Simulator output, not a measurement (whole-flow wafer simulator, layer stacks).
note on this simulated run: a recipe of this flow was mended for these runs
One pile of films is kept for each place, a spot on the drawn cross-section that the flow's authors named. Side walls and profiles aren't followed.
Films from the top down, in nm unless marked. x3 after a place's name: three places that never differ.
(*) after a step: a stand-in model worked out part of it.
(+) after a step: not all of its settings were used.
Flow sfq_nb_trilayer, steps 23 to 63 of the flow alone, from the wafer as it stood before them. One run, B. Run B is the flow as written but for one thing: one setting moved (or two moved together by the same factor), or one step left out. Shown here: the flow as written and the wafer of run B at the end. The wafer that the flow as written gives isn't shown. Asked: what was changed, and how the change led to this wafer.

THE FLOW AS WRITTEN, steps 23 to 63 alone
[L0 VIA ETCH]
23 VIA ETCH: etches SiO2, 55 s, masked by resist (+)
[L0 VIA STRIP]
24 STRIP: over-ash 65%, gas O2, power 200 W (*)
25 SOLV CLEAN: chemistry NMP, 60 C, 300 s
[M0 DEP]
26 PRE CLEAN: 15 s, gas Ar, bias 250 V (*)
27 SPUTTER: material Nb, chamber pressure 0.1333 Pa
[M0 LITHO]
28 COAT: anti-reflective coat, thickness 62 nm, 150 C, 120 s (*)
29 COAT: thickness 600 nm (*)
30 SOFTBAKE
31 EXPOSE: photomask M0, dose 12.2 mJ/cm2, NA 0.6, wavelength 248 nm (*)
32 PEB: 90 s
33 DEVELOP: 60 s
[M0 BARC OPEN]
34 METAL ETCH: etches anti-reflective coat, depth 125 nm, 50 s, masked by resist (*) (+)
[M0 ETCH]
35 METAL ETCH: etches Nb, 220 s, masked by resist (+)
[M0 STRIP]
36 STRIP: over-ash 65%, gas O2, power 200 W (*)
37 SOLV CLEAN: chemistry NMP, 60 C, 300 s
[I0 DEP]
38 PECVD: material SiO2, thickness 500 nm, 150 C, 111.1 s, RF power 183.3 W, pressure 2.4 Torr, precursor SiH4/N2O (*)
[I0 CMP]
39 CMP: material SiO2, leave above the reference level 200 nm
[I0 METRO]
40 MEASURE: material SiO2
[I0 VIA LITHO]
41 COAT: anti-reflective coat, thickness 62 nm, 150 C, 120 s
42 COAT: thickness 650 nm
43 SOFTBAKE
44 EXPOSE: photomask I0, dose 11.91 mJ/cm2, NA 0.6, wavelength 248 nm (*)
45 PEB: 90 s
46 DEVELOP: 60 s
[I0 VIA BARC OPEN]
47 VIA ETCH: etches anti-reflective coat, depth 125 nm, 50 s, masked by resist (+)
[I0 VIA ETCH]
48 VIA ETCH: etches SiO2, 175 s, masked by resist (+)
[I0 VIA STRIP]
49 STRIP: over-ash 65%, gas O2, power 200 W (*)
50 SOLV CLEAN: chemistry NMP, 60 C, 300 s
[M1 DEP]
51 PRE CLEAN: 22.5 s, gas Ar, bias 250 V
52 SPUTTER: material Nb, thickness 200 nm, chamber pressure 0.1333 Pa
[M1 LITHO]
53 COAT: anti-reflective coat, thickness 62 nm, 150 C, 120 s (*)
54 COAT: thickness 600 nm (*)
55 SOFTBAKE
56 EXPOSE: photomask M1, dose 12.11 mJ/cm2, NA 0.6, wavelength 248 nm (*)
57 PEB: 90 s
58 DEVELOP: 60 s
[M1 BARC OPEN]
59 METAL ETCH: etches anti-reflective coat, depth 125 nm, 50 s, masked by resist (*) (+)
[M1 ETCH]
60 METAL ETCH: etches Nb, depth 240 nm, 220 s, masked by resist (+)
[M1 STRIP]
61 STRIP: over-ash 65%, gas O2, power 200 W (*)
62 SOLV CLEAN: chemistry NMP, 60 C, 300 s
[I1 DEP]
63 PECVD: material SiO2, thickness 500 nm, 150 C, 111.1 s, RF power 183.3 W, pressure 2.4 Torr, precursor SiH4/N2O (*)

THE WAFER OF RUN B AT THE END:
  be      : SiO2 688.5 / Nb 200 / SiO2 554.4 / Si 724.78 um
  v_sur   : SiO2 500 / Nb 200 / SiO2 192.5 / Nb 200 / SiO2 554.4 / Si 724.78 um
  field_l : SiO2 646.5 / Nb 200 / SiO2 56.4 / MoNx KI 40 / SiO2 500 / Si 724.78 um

The cause: step 26, PRE CLEAN: bias 162 V was run, where the flow has bias 250 V.

How the change led to this, step by step:
  26 PRE CLEAN: 15 s, gas Ar, bias 250 V (*)
      field_l, v_sur, via_wl and 102 more: SiO2 -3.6 (as written it would be: SiO2 -5)
      l0v: MoNx KI -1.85 (as written it would be: MoNx KI -2.91)
